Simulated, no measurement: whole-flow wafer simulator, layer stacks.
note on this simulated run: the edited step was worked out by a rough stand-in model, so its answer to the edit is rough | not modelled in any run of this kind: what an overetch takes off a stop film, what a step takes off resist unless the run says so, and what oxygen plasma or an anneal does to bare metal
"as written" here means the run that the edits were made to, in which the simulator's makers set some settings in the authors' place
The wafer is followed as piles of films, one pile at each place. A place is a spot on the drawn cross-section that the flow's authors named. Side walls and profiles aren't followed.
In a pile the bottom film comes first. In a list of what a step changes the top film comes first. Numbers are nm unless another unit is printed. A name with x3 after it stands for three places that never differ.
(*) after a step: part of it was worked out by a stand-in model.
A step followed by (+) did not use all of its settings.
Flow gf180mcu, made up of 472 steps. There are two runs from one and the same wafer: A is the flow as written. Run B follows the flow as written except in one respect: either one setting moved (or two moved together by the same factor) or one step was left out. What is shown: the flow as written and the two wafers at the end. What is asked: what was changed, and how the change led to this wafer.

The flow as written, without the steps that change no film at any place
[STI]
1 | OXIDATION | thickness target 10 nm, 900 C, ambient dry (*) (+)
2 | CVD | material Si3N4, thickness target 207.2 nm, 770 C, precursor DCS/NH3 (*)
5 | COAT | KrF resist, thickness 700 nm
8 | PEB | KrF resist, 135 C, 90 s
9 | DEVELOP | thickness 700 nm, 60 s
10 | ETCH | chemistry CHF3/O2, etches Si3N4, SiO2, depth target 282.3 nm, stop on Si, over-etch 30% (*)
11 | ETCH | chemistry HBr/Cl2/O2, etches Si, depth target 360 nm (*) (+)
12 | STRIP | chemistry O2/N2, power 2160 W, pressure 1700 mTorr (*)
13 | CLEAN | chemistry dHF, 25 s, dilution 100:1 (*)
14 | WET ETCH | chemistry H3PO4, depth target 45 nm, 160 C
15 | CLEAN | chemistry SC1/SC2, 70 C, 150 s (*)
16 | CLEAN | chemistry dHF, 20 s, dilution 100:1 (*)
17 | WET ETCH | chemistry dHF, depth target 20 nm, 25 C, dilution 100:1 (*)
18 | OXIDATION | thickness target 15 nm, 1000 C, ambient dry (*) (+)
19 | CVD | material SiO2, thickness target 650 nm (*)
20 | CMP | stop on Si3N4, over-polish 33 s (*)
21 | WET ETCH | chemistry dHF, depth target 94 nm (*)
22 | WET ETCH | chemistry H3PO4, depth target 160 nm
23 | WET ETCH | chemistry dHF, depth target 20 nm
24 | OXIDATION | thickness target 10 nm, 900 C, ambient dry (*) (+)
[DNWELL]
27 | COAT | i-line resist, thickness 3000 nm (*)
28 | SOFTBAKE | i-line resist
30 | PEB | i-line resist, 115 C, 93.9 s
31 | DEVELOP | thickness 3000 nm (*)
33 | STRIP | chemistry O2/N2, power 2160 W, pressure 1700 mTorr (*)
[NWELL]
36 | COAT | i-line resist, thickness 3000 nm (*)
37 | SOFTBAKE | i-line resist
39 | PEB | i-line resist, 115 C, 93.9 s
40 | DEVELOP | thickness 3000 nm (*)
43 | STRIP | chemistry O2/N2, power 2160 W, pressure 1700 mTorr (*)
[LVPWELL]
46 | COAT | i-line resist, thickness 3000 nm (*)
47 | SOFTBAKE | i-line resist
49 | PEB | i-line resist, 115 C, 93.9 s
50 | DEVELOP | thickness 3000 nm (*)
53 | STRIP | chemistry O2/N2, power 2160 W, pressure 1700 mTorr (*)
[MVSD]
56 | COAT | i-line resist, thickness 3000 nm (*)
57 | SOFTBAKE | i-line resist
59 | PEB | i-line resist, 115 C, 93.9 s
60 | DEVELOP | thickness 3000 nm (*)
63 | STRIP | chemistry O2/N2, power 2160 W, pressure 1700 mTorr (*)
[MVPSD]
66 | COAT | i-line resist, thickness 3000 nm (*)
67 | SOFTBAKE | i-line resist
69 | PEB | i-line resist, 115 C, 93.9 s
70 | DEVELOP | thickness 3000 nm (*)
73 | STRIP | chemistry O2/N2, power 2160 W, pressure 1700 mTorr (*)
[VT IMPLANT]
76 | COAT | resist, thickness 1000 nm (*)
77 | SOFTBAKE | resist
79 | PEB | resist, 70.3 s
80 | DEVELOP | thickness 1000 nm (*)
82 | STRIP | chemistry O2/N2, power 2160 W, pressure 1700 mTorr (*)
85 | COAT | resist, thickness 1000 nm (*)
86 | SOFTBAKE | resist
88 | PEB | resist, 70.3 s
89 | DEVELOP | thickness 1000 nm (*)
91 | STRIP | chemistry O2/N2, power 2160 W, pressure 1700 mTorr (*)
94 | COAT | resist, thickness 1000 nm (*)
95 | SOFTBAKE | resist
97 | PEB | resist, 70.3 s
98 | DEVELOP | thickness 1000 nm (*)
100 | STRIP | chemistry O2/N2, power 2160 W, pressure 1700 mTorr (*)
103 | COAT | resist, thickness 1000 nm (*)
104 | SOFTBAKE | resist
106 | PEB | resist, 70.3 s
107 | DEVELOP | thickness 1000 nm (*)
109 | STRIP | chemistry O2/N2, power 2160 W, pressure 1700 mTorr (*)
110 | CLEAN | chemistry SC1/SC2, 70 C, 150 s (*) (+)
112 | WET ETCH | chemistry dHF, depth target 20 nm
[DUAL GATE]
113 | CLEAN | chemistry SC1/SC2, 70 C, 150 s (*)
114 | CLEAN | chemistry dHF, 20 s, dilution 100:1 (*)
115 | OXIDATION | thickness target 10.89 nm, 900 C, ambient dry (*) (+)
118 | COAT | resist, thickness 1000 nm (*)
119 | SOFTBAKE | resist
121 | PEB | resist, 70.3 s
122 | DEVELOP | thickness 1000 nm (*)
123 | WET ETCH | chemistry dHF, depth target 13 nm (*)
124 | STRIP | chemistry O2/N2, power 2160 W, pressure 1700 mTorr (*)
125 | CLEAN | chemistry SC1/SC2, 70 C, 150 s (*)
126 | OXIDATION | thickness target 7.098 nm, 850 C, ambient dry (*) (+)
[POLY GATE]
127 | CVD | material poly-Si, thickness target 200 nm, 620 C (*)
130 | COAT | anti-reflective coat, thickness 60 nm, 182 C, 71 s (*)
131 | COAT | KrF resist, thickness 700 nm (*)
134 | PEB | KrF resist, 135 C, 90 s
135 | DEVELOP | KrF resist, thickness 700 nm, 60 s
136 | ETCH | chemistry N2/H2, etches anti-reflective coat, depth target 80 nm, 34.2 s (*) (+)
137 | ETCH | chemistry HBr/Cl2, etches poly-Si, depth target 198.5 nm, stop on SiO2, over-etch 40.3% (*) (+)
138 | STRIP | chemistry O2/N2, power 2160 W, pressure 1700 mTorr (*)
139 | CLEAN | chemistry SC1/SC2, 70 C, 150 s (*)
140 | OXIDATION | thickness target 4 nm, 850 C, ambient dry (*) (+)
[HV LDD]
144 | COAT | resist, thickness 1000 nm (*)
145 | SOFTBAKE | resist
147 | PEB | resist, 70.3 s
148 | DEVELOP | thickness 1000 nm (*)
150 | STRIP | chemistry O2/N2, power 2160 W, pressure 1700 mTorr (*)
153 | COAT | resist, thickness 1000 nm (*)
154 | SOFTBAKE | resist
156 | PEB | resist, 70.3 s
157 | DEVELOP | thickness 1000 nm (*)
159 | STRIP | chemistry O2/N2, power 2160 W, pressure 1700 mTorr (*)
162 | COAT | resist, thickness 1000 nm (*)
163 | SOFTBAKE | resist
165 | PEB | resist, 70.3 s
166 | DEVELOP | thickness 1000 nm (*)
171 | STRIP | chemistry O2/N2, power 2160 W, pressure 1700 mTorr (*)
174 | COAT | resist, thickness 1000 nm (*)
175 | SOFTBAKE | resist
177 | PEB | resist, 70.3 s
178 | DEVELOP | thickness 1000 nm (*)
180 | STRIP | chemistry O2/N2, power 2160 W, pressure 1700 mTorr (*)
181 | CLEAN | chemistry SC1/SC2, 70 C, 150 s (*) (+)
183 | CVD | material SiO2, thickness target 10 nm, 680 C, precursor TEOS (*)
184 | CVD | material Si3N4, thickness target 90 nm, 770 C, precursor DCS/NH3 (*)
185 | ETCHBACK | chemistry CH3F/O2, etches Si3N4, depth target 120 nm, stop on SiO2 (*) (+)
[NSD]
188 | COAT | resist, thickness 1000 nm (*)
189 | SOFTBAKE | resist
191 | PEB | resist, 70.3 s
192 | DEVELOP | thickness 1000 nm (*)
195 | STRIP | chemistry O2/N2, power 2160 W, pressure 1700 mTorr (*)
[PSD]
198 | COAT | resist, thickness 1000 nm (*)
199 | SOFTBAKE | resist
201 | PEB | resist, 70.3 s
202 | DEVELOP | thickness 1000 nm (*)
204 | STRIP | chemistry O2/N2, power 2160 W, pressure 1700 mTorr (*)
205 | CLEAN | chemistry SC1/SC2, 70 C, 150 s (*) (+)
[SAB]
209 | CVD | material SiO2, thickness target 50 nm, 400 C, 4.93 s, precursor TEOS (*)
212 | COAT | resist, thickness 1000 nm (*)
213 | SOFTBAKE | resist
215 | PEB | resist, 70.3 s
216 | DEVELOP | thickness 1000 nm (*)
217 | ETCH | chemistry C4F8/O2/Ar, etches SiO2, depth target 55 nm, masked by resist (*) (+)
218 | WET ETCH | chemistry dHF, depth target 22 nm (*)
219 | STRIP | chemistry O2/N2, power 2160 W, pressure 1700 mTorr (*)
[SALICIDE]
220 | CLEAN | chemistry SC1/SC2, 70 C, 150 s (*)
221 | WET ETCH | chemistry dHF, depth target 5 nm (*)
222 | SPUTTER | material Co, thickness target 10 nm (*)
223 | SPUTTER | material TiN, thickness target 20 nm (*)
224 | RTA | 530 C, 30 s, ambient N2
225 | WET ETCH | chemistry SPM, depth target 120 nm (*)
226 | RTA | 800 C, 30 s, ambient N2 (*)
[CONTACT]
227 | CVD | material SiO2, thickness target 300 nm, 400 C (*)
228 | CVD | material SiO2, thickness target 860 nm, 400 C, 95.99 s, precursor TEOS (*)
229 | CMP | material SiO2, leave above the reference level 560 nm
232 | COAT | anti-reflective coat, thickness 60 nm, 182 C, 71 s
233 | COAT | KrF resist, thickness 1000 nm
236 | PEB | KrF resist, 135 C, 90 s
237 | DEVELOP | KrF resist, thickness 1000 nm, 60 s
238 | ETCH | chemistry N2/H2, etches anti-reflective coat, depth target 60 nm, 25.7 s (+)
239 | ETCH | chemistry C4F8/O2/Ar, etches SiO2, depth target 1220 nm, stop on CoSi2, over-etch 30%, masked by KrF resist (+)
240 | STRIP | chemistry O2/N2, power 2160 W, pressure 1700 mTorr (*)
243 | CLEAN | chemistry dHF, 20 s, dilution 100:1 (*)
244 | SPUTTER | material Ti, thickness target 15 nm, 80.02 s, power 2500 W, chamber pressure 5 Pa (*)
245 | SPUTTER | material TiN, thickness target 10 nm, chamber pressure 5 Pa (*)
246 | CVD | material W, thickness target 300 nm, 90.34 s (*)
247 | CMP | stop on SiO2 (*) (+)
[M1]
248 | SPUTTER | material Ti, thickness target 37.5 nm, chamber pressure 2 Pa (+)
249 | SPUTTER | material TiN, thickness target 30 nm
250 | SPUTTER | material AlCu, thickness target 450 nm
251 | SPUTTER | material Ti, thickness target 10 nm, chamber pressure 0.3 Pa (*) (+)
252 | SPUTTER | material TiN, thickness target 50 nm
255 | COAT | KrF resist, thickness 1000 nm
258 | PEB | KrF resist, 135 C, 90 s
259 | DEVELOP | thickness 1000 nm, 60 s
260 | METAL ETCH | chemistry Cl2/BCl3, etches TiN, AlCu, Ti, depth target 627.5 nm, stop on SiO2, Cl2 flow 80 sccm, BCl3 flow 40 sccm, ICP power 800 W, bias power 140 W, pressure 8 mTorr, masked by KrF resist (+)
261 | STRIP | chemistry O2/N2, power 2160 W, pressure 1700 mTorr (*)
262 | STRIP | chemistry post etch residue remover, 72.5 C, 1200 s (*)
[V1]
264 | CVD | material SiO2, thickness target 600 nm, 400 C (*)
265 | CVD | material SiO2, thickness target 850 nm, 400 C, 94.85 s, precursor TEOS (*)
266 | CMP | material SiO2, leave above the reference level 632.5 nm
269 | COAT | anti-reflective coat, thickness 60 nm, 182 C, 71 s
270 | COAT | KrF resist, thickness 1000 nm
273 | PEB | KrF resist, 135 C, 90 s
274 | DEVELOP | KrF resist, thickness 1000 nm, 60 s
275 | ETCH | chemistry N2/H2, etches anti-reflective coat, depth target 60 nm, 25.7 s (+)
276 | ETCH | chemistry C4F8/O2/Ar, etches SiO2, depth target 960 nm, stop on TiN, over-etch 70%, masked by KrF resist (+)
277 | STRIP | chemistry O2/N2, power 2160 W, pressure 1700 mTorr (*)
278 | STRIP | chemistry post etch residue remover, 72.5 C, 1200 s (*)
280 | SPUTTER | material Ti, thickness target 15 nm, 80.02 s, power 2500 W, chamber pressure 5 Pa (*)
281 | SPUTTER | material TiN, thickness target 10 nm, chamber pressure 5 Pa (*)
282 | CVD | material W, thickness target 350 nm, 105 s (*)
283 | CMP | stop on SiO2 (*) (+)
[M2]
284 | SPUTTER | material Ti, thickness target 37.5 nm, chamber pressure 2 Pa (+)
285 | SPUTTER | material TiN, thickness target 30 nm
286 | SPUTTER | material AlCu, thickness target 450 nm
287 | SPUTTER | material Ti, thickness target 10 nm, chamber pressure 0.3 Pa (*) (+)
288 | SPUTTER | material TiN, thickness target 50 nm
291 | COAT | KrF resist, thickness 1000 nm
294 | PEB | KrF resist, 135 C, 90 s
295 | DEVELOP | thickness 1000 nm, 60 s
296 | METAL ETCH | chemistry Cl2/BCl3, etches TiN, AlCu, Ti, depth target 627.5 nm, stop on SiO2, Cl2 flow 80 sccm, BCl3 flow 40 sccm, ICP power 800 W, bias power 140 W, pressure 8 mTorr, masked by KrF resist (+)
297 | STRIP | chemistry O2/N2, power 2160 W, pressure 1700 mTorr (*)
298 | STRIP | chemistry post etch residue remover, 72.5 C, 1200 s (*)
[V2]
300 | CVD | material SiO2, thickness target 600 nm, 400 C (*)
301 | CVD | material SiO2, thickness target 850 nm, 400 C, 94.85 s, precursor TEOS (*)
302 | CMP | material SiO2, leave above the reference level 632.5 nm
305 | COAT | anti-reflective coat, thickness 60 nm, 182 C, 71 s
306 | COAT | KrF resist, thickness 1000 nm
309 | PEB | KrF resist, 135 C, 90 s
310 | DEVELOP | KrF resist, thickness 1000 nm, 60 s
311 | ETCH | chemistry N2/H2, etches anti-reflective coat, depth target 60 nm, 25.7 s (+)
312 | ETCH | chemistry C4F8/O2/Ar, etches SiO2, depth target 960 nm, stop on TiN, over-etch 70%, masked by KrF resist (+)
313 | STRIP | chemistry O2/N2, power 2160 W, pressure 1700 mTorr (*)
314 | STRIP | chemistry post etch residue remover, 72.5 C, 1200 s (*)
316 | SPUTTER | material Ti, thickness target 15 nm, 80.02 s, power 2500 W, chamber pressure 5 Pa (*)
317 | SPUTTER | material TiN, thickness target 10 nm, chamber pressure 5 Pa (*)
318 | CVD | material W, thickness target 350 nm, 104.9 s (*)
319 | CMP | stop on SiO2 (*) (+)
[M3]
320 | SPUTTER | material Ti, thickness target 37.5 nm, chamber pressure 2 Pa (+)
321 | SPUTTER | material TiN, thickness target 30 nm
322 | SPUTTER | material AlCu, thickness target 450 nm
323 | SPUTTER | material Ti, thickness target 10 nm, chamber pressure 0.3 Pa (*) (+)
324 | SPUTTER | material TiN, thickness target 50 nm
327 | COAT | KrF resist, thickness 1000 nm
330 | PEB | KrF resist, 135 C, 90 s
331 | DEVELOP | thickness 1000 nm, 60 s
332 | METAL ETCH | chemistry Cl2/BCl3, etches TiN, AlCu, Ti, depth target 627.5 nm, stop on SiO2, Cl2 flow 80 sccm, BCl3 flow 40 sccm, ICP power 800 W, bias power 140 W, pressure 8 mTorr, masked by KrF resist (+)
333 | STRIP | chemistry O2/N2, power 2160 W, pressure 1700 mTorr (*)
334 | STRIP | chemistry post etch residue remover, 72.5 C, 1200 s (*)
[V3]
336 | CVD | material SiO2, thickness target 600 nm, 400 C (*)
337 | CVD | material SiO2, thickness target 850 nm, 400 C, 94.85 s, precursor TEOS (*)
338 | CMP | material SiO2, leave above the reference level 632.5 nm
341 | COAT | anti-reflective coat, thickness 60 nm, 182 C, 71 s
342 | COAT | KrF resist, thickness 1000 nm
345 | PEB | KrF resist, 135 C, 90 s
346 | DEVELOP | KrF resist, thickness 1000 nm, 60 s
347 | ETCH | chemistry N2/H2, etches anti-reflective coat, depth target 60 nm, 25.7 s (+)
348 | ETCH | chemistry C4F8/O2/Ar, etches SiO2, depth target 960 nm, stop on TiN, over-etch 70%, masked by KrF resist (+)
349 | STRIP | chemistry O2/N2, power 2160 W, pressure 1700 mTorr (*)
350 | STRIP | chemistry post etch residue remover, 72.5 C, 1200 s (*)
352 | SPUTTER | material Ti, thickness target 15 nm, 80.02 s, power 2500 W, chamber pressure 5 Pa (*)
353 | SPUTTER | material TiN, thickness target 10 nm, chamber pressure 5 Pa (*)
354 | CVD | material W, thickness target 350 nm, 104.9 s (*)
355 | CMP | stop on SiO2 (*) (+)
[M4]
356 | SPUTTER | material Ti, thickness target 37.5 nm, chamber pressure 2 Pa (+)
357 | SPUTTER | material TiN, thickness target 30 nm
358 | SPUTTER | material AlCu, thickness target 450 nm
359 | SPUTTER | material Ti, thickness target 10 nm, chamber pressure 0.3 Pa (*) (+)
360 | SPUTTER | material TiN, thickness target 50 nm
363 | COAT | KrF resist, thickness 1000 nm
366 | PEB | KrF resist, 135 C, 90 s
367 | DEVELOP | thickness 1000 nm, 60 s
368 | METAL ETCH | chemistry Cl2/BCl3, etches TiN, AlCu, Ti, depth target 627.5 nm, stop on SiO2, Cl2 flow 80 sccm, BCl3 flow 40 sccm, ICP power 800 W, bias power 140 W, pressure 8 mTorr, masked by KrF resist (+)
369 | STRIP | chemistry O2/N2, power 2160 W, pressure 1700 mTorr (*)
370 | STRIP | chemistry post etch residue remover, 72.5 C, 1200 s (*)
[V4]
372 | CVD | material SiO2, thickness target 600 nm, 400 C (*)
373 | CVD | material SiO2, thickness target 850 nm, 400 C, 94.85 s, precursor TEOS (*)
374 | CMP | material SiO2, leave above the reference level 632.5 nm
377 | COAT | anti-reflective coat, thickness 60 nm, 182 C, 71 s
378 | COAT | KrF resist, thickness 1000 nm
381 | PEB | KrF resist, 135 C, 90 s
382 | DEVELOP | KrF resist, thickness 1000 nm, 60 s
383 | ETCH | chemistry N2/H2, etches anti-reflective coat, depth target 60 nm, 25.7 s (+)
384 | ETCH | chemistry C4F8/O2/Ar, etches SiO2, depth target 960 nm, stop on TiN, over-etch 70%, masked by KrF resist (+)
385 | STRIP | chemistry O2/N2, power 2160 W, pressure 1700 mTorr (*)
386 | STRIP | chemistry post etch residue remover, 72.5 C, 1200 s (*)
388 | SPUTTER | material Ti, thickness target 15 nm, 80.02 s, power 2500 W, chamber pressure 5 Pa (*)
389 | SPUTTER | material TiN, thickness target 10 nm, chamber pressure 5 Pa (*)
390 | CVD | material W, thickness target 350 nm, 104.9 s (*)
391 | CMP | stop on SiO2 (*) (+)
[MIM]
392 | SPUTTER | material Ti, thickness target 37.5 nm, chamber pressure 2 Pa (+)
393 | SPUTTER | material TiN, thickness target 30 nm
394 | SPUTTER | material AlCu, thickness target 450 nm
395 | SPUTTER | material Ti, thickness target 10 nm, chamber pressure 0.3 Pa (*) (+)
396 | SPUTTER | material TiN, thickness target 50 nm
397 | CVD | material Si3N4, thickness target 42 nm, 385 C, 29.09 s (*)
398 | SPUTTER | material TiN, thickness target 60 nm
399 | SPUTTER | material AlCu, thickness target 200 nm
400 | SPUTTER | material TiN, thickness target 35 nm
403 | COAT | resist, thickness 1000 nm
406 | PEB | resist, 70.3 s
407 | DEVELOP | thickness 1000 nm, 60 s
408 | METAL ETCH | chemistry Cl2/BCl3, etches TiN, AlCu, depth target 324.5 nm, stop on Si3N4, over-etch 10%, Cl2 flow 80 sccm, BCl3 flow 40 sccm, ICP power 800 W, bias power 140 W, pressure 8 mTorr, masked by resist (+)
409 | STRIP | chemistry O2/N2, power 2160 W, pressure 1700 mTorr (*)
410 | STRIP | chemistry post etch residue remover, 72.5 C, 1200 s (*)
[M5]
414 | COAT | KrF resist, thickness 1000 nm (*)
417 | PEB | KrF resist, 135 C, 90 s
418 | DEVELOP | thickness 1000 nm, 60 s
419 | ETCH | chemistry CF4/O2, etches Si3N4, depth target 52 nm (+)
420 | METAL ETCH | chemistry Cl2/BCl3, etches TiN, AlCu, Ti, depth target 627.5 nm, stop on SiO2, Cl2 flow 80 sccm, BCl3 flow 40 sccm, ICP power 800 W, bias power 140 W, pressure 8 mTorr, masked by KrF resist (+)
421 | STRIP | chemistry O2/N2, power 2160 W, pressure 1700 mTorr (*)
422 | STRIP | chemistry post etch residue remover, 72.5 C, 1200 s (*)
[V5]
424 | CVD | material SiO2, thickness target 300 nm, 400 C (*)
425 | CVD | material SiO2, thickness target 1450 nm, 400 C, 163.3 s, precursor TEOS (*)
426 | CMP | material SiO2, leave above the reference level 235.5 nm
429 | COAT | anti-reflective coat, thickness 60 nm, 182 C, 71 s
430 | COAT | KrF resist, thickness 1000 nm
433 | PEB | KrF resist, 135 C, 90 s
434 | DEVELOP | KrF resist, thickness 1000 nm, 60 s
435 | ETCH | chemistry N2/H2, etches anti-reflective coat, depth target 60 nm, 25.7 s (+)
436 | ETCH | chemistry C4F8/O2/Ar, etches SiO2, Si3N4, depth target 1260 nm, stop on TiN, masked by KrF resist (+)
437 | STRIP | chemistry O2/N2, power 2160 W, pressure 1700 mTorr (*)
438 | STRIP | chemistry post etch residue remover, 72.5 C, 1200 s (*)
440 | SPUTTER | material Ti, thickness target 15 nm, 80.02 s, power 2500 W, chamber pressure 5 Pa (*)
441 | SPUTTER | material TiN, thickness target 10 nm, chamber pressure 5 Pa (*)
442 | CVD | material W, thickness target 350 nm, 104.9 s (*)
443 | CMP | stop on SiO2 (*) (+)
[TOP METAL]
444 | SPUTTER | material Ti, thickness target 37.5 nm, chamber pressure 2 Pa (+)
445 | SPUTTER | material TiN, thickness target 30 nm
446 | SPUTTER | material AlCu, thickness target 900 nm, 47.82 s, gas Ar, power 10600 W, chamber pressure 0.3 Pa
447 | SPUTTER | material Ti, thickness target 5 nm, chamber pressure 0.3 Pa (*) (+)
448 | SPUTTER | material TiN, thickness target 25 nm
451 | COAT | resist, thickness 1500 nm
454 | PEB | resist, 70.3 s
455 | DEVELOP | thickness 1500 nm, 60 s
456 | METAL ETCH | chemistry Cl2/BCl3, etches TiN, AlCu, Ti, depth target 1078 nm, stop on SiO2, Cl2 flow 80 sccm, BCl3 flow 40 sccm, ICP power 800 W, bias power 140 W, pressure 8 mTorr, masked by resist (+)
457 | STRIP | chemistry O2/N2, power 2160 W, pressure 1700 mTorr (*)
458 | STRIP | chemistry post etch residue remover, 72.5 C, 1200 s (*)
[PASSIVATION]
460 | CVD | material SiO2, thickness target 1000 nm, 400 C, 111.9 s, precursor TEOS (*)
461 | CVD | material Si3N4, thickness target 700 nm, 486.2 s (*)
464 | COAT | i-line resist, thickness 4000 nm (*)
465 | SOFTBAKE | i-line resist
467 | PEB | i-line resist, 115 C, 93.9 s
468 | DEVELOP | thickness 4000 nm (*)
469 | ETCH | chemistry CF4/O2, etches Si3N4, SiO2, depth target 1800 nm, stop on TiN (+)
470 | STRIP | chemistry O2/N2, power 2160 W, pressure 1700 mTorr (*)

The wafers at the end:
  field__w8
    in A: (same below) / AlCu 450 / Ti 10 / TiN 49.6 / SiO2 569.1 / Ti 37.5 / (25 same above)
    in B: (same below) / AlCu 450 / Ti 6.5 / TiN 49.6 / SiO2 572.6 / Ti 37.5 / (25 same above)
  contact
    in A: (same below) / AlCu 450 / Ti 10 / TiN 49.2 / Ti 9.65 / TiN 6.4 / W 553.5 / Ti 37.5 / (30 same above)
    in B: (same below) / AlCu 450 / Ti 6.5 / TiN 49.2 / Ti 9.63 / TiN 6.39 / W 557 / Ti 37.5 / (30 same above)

Cause: step 287, SPUTTER: thickness target 6.5 nm was run, while the flow as written has thickness target 10 nm.
One can read it off the wafer: field__w8 has Ti 6.5, and step 287 as written asks for 10 nm.

The path from the change to this, step by step:
  287 | SPUTTER | material Ti, thickness target 10 nm, chamber pressure 0.3 Pa (*) (+)
      field, field__w1, field__w2 and 108 more: A +10 Ti (new film) | B +6.5 Ti (new film)
  296 | METAL ETCH | chemistry Cl2/BCl3, etches TiN, AlCu, Ti, depth target 627.5 nm, stop on SiO2, Cl2 flow 80 sccm, BCl3 flow 40 sccm, ICP power 800 W, bias power 140 W, pressure 8 mTorr, masked by KrF resist (+)
      field, field__w1, field__w2 and 103 more: A -50 TiN (all of it), -10 Ti (all of it), -450 AlCu (all of it), -30 TiN (all of it), -37.5 Ti (all of it) | B -50 TiN (all of it), -6.5 Ti (all of it), -450 AlCu (all of it), -30 TiN (all of it), -37.5 Ti (all of it)
